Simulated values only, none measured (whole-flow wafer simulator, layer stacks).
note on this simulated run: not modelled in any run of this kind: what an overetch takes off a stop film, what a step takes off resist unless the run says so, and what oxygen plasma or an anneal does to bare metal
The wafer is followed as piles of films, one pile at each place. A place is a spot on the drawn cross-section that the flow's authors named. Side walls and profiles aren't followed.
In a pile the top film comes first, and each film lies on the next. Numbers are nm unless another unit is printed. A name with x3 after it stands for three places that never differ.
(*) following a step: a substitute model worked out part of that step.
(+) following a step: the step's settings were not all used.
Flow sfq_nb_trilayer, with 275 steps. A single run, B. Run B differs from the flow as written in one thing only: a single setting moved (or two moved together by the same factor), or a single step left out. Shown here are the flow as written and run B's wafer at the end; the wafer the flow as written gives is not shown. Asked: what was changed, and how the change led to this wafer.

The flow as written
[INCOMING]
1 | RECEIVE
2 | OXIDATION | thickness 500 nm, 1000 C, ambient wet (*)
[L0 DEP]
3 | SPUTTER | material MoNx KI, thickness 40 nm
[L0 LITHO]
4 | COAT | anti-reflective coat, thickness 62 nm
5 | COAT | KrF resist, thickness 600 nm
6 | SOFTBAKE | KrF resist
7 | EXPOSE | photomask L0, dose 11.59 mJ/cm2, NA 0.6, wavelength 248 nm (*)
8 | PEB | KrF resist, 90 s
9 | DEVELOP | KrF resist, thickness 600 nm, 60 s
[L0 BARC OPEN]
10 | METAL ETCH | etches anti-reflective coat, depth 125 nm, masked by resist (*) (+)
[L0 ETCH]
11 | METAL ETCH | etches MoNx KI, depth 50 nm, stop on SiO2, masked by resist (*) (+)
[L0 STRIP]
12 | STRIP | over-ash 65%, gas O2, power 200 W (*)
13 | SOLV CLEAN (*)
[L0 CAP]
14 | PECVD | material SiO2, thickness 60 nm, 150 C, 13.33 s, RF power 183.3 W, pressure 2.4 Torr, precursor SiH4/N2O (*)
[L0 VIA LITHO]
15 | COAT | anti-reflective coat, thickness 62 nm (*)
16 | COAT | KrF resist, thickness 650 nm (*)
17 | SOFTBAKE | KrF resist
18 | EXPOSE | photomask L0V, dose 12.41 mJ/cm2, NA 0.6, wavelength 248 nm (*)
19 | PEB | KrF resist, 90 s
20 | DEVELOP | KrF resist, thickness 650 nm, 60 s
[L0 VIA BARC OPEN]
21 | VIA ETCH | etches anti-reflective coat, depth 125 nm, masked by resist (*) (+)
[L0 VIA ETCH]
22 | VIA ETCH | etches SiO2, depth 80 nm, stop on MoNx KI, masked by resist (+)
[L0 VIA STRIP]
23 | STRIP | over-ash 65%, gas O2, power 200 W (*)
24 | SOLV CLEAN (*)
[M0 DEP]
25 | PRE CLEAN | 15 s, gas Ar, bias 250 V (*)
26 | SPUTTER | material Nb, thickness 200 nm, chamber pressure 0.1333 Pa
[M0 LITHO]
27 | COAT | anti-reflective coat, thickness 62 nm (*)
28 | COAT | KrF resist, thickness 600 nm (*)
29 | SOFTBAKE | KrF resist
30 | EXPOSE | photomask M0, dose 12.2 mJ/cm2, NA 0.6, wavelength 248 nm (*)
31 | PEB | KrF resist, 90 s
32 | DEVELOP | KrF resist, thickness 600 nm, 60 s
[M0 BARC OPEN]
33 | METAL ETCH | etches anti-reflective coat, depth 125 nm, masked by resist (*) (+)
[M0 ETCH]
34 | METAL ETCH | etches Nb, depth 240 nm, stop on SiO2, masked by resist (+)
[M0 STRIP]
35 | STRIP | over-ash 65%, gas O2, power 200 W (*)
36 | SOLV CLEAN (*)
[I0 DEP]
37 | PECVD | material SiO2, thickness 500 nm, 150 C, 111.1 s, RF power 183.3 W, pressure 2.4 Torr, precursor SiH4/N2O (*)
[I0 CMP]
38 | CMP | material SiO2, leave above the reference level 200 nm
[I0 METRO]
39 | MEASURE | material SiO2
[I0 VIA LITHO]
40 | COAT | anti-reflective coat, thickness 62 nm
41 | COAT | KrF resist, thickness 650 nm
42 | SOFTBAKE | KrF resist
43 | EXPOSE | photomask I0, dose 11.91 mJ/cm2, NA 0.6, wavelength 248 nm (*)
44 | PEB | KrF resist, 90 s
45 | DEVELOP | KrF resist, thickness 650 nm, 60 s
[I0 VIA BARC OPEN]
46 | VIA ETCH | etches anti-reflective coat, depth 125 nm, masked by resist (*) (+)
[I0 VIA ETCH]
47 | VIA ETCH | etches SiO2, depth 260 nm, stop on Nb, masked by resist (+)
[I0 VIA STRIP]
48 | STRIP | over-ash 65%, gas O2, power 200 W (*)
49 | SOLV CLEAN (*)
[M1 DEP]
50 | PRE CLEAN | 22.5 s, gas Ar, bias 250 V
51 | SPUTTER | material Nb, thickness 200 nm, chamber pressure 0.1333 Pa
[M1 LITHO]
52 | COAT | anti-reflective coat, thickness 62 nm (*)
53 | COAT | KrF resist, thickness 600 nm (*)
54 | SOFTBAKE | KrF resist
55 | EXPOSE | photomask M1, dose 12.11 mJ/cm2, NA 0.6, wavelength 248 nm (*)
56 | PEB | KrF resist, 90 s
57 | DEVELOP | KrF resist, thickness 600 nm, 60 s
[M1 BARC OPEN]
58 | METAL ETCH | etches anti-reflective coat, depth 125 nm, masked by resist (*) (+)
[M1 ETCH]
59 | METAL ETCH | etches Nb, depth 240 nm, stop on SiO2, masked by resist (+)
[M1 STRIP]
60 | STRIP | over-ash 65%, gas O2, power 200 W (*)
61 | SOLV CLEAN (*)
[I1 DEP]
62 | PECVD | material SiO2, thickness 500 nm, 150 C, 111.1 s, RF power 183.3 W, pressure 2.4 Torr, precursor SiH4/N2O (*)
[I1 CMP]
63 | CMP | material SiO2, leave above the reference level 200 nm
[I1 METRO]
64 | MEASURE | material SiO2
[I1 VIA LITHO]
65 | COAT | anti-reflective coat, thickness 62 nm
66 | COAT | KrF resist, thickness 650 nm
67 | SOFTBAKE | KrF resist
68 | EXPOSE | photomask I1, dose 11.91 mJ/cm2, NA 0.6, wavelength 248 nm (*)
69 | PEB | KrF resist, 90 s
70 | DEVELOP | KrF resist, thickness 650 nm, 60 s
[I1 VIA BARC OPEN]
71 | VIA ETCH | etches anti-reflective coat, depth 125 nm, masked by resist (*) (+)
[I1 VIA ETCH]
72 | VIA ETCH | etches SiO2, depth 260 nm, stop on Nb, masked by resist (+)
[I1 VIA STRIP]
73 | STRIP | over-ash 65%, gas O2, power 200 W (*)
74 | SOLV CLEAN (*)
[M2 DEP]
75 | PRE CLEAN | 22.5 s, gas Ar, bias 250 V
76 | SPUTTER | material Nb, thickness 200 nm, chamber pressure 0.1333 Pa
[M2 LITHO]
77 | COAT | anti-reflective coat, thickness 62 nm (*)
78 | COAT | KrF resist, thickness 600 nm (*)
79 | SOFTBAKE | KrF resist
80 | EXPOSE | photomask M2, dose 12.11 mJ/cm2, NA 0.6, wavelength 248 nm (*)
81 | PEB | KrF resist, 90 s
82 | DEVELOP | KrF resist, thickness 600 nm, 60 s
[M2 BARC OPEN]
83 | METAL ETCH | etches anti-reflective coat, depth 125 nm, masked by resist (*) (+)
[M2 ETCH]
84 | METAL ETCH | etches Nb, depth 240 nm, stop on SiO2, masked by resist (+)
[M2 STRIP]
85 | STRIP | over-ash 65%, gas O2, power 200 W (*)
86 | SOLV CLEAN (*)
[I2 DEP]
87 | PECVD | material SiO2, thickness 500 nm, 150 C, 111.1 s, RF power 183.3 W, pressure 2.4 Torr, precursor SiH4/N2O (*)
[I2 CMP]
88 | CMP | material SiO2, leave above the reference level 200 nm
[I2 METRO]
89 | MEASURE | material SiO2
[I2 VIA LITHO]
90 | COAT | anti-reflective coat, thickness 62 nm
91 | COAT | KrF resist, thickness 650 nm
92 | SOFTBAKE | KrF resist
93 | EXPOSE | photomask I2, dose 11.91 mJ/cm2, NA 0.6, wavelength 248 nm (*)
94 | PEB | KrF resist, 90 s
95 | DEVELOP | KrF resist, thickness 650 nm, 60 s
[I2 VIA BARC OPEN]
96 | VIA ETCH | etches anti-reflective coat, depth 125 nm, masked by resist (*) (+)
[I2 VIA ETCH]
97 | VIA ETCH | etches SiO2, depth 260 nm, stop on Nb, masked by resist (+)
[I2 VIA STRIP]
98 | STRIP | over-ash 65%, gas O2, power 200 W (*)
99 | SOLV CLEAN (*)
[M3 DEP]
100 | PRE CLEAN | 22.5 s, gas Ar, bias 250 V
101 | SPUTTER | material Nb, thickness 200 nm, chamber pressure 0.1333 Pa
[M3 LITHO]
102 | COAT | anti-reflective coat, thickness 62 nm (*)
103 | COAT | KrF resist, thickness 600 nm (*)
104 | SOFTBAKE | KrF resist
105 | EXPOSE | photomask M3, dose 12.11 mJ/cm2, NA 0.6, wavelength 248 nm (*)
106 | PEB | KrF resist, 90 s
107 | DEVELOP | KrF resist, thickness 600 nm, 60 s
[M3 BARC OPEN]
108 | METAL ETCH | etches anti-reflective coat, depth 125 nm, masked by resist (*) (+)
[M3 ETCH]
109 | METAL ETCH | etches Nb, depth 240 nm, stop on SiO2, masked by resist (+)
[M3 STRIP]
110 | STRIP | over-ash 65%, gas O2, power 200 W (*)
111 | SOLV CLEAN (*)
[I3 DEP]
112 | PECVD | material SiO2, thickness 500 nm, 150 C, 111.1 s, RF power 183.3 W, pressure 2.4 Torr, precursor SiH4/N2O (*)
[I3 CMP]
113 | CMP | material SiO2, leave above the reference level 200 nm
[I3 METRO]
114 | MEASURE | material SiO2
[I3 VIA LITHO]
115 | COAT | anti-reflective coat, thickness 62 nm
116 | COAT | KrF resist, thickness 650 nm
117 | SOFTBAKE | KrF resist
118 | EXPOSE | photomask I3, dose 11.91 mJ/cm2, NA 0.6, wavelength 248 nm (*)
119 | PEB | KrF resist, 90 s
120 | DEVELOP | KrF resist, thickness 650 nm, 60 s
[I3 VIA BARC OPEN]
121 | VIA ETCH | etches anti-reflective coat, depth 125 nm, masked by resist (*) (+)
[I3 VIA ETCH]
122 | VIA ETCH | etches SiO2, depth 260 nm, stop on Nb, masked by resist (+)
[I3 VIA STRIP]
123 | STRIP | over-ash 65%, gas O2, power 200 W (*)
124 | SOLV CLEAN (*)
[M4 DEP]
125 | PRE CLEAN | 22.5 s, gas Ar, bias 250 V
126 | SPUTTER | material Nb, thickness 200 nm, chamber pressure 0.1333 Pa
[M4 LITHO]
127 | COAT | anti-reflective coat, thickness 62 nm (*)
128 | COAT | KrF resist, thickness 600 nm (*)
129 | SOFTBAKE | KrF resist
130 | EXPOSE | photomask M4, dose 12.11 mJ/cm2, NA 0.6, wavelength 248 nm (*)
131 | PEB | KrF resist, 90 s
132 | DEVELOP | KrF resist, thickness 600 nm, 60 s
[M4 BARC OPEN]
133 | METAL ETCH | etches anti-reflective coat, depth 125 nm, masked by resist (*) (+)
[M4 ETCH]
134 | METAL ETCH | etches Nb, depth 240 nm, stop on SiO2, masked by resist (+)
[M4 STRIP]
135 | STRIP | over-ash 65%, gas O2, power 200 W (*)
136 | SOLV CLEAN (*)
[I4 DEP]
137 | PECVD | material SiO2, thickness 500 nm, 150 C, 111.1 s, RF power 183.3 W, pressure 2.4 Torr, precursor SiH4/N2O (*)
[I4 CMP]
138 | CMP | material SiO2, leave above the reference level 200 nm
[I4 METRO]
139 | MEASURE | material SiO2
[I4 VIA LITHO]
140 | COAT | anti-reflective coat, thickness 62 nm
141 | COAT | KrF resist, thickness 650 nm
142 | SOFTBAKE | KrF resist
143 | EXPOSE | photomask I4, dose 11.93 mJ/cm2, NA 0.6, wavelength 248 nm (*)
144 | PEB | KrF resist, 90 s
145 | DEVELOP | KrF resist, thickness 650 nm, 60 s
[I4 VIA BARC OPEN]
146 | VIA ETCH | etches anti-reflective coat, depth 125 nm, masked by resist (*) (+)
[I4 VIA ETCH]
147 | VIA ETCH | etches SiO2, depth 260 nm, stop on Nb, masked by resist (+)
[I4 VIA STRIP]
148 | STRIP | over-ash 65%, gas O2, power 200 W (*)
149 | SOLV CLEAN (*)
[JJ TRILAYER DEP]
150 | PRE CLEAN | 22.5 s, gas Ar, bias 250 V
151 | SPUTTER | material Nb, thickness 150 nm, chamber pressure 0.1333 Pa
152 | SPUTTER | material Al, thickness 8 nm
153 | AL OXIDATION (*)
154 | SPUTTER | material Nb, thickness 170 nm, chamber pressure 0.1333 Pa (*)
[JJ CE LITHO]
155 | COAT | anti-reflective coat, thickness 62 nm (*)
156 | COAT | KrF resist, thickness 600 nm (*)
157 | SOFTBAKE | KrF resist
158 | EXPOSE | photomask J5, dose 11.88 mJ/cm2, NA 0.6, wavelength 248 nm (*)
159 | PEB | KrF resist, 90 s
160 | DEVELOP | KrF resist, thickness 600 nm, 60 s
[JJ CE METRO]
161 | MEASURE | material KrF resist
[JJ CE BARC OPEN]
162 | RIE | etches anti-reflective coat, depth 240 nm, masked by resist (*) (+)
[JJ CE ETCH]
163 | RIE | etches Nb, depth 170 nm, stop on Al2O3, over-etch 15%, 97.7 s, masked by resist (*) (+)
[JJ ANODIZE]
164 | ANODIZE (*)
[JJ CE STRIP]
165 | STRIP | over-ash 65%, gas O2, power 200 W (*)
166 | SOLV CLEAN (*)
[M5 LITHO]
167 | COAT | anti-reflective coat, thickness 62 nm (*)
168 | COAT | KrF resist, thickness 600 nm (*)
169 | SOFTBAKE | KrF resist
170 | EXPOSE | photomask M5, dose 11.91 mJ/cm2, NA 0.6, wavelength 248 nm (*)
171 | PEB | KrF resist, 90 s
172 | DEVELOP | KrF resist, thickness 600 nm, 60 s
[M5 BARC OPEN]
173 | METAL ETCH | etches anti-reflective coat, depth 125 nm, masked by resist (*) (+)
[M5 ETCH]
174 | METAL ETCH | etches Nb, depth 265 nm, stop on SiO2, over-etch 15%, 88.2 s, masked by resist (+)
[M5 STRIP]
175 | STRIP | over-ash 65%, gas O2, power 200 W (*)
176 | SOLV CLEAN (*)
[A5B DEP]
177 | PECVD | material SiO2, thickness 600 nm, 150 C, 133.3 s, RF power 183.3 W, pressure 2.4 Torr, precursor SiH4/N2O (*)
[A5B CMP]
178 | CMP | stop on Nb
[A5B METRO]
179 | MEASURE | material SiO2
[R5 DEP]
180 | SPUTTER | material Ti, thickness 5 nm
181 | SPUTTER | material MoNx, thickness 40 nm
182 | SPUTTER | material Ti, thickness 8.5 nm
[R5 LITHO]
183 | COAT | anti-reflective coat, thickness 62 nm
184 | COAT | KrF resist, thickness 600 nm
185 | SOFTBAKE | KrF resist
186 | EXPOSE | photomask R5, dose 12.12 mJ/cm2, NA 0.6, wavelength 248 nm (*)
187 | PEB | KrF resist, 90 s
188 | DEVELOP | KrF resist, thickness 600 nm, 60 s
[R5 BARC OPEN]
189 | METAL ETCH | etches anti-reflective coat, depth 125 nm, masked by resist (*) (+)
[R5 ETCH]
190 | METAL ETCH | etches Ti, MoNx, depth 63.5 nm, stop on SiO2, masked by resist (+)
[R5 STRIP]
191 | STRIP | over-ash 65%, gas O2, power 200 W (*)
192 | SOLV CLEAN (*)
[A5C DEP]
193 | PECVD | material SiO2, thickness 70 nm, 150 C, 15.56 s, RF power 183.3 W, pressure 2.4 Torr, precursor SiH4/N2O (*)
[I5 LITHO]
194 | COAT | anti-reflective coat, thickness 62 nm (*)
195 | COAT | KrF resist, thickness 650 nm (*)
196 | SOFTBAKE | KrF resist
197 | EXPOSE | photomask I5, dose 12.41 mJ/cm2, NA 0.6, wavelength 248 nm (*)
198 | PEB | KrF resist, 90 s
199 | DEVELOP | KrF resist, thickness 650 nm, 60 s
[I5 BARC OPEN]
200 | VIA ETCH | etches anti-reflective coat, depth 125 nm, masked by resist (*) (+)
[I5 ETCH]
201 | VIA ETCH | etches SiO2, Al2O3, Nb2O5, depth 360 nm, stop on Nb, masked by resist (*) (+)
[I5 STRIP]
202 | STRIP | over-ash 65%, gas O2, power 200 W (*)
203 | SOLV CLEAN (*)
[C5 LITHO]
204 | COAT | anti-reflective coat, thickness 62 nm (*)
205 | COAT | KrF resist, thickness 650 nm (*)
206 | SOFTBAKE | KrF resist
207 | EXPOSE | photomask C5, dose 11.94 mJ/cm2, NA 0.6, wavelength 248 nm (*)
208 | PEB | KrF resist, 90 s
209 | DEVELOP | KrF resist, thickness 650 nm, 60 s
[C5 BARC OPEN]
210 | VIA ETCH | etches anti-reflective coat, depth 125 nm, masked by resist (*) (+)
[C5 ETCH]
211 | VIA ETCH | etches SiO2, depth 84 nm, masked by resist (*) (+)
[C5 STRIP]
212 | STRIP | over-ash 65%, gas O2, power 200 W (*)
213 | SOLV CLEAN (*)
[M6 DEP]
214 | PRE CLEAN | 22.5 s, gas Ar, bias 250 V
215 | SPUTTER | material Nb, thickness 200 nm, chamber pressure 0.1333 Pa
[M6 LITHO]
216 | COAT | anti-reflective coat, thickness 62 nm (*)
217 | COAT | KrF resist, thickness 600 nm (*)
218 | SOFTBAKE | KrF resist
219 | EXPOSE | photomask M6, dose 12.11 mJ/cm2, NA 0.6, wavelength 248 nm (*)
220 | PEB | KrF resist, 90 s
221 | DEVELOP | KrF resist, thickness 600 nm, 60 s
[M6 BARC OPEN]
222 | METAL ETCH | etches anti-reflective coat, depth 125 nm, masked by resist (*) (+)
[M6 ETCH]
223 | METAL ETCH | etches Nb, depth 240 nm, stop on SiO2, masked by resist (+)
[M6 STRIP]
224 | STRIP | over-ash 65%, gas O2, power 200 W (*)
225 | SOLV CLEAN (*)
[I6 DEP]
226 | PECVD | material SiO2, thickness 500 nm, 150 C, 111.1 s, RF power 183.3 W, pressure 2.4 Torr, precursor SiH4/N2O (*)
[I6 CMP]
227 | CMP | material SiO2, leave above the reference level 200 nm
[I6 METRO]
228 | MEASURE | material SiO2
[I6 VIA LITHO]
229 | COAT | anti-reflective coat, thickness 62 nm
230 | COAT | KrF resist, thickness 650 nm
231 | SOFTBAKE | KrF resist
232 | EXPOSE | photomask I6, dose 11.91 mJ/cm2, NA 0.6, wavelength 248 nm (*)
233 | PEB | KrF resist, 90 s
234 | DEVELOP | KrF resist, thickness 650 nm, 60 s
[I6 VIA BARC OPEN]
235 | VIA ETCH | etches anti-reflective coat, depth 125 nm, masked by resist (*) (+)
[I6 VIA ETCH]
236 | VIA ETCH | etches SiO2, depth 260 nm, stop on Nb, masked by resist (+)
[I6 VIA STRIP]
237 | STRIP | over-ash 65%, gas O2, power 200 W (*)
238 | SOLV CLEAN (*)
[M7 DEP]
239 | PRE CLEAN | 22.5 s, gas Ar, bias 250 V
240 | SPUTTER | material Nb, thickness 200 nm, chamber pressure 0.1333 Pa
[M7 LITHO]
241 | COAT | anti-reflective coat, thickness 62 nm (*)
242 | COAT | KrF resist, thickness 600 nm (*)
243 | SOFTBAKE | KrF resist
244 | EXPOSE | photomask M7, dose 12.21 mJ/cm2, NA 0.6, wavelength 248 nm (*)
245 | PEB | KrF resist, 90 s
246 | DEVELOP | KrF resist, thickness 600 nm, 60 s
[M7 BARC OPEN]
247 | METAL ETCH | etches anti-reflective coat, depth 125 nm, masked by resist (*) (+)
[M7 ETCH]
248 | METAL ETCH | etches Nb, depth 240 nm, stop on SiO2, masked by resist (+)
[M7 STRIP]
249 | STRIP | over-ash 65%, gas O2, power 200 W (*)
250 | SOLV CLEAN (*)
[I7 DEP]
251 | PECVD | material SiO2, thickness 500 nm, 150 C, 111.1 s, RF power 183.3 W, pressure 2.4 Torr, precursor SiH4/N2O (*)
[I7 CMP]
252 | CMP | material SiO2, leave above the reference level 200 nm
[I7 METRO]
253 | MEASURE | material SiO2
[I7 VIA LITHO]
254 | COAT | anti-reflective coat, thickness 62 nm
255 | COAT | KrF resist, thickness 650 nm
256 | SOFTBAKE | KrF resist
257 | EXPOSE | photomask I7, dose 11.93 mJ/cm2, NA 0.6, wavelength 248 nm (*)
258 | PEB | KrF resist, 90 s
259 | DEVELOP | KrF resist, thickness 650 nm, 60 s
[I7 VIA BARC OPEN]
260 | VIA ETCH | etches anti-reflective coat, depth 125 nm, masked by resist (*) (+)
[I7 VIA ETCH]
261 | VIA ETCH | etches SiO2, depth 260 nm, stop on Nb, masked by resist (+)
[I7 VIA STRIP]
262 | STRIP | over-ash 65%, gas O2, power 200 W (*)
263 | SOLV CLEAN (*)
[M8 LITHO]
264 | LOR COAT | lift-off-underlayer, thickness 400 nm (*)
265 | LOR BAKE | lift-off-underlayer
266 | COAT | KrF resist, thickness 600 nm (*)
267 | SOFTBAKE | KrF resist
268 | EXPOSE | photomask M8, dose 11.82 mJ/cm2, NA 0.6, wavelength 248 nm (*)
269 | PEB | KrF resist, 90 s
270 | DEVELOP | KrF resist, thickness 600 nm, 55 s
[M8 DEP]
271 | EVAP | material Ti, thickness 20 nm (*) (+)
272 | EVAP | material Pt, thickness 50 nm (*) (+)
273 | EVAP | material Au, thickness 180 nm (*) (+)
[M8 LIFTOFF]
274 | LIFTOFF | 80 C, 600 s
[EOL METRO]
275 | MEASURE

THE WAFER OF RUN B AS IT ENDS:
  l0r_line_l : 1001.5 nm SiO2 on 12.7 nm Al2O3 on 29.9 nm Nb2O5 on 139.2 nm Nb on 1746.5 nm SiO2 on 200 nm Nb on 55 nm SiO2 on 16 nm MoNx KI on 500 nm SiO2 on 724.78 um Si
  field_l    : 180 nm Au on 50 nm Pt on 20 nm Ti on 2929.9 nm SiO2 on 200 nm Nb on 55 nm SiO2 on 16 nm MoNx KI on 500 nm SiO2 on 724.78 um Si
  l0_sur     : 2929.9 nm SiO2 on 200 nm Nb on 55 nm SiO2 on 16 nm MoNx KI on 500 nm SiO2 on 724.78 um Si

The reason: step 3, SPUTTER: thickness 16 nm was run, though the flow has thickness 40 nm.
The wafer lets one read it off: l0r_line_l has MoNx KI 16, and step 3 as written asks for 40 nm.

Step by step, how the change led to this:
  3 | SPUTTER | material MoNx KI, thickness 40 nm
      field_l, v_sur, via_wl and 103 more: +16 MoNx KI (new film) (in the flow as written it would be: +40 MoNx KI (new film))
  11 | METAL ETCH | etches MoNx KI, depth 50 nm, stop on SiO2, masked by resist (*) (+)
      v_sur, via_wl, via_w and 97 more: -16 MoNx KI (all of it) (in the flow as written it would be: -40 MoNx KI (all of it))
      field_l, l0_sur, l0v, l0r_line_l, l0r_line_c, l0r_line_r: -20 KrF resist (in the flow as written it would be: -41.7 KrF resist)
  12 | STRIP | over-ash 65%, gas O2, power 200 W (*)
      field_l, l0_sur, l0v, l0r_line_l, l0r_line_c, l0r_line_r: -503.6 KrF resist (all of it), -62 anti-reflective coat (all of it) (in the flow as written it would be: -481.9 KrF resist (all of it), -62 anti-reflective coat (all of it))
  15 | COAT | anti-reflective coat, thickness 62 nm (*)
      via_wr, ln_m6: +62.9 anti-reflective coat (new film) (in the flow as written it would be: +64.2 anti-reflective coat (new film))
      l0r_line_c, l0r_line_r: +60.6 anti-reflective coat (new film) (in the flow as written it would be: +59 anti-reflective coat (new film))
      (as well as at 8 more places)
  23 | STRIP | over-ash 65%, gas O2, power 200 W (*)
      field_l: -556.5 KrF resist (all of it), -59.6 anti-reflective coat (all of it) (in the flow as written it would be: -551.4 KrF resist (all of it), -56.7 anti-reflective coat (all of it))
      v_sur: -563.8 KrF resist (all of it), -66.2 anti-reflective coat (all of it) (in the flow as written it would be: -570.5 KrF resist (all of it), -72.2 anti-reflective coat (all of it))
      (as well as at 10 more places)
  27 | COAT | anti-reflective coat, thickness 62 nm (*)
      lsp_m, ln_m6: +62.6 anti-reflective coat (new film) (in the flow as written it would be: +63.9 anti-reflective coat (new film))
      l0r_line_l, l0r_line_c: +60.7 anti-reflective coat (new film) (in the flow as written it would be: +59 anti-reflective coat (new film))
      (as well as at 9 more places)
  35 | STRIP | over-ash 65%, gas O2, power 200 W (*)
      l0r_line_l, l0r_line_c: -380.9 KrF resist (all of it), -60.7 anti-reflective coat (all of it) (in the flow as written it would be: -378.6 KrF resist (all of it), -59 anti-reflective coat (all of it))
      field_l: -378.6 KrF resist (all of it), -59.7 anti-reflective coat (all of it) (in the flow as written it would be: -372.9 KrF resist (all of it), -56.9 anti-reflective coat (all of it))
      (as well as at 10 more places)
  38 | CMP | material SiO2, leave above the reference level 200 nm
      field_l, l0_sur, l0r_line_l, l0r_line_c, l0r_line_r: -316 SiO2 (in the flow as written it would be: -340 SiO2)
      l0v: -253.8 SiO2 (in the flow as written it would be: -277.8 SiO2)
